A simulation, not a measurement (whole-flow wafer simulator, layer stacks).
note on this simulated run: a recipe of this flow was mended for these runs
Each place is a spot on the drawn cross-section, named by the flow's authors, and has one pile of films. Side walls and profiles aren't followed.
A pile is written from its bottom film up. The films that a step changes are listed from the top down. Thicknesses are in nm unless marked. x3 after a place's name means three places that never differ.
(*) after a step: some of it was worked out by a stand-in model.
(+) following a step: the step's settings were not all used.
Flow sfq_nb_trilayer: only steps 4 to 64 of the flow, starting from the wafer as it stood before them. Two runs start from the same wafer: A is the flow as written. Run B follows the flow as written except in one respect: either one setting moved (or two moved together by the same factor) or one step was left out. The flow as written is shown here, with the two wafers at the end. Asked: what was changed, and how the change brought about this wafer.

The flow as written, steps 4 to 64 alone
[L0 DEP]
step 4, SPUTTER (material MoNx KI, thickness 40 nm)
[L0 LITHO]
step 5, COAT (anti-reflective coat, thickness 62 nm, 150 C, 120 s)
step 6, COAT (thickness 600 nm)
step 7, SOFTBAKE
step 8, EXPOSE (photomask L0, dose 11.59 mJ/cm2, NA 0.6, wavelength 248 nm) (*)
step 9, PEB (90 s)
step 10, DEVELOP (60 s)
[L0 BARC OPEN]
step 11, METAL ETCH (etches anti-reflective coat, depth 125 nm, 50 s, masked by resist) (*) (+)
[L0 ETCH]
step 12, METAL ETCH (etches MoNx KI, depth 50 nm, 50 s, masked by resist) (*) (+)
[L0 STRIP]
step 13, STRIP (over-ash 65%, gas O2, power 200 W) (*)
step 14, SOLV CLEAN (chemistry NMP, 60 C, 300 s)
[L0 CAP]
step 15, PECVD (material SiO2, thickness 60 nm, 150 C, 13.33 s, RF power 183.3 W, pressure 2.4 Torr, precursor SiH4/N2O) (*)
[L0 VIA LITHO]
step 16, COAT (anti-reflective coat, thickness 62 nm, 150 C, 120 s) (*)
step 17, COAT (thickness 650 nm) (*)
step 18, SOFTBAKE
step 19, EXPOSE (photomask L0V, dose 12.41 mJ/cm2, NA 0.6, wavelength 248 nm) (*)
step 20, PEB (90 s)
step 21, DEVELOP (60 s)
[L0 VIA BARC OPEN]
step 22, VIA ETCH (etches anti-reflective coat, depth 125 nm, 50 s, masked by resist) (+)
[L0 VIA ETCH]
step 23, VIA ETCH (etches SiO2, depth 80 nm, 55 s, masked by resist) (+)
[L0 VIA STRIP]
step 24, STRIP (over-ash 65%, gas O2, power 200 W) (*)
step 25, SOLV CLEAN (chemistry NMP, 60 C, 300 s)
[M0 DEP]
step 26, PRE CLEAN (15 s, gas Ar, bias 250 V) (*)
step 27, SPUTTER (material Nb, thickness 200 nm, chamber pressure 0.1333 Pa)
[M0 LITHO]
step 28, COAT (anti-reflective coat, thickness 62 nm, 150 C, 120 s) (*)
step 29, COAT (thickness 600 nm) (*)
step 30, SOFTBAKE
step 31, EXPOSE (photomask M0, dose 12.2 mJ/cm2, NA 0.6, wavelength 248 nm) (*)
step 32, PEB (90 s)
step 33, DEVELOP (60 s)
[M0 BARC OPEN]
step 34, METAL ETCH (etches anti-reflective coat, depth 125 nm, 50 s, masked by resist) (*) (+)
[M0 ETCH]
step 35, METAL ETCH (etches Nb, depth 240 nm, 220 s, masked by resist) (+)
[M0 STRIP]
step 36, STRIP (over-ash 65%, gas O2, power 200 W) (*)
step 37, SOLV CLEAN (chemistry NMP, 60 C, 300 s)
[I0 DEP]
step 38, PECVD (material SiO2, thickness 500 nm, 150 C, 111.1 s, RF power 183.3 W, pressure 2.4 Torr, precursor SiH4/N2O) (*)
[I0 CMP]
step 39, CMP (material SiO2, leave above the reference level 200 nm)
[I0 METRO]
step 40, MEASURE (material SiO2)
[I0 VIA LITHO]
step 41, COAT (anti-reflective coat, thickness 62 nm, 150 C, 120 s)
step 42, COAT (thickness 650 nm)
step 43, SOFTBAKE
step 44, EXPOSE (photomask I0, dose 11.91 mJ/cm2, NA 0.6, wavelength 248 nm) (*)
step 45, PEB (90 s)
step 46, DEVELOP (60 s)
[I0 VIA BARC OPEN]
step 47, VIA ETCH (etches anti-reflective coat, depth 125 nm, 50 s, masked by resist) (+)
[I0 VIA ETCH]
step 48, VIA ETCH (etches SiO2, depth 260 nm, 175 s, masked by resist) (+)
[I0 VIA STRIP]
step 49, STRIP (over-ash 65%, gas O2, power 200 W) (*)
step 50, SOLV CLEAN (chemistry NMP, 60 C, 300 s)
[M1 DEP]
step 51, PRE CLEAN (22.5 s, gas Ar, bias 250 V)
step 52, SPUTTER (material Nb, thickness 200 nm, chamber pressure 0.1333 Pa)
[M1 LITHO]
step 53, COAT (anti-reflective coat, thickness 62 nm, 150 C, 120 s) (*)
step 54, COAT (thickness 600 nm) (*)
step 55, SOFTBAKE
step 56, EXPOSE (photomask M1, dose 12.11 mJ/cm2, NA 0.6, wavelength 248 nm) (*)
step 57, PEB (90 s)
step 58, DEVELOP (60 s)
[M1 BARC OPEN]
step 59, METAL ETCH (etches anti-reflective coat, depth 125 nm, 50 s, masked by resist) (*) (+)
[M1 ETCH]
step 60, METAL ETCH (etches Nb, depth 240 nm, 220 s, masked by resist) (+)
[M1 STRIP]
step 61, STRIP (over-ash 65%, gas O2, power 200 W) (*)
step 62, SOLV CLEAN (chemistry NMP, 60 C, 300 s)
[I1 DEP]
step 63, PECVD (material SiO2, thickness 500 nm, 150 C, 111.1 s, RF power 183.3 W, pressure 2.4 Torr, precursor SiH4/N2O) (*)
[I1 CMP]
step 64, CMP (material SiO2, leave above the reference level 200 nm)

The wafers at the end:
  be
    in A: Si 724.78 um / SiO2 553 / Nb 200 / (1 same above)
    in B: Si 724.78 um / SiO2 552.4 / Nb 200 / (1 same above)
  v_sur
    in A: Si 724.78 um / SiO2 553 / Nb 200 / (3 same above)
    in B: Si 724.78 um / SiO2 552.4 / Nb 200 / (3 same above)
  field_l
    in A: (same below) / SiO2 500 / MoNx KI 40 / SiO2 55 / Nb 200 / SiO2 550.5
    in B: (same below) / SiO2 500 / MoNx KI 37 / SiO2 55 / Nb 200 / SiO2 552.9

The reason: step 4, SPUTTER: thickness 37 nm was run, though the flow has thickness 40 nm.
One can read it off the wafer: field_l has MoNx KI 37, and step 4 as written asks for 40 nm.

Step by step, how the change led to this:
  step 4, SPUTTER (material MoNx KI, thickness 40 nm)
      field_l, v_sur, via_wl and 103 more: A +40 MoNx KI (new film) | B +37 MoNx KI (new film)
  step 12, METAL ETCH (etches MoNx KI, depth 50 nm, 50 s, masked by resist) (*) (+)
      v_sur, via_wl, via_w and 97 more: A -40 MoNx KI (all of it), -2 SiO2 | B -37 MoNx KI (all of it), -2.6 SiO2
  step 28, COAT (anti-reflective coat, thickness 62 nm, 150 C, 120 s) (*)
      l0_sur: A +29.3 anti-reflective coat (new film) | B +30 anti-reflective coat (new film)
  step 36, STRIP (over-ash 65%, gas O2, power 200 W) (*)
      l0_sur: A -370 KrF-resist-other-grade (all of it), -29.3 anti-reflective coat (all of it) | B -370.2 KrF-resist-other-grade (all of it), -30 anti-reflective coat (all of it)
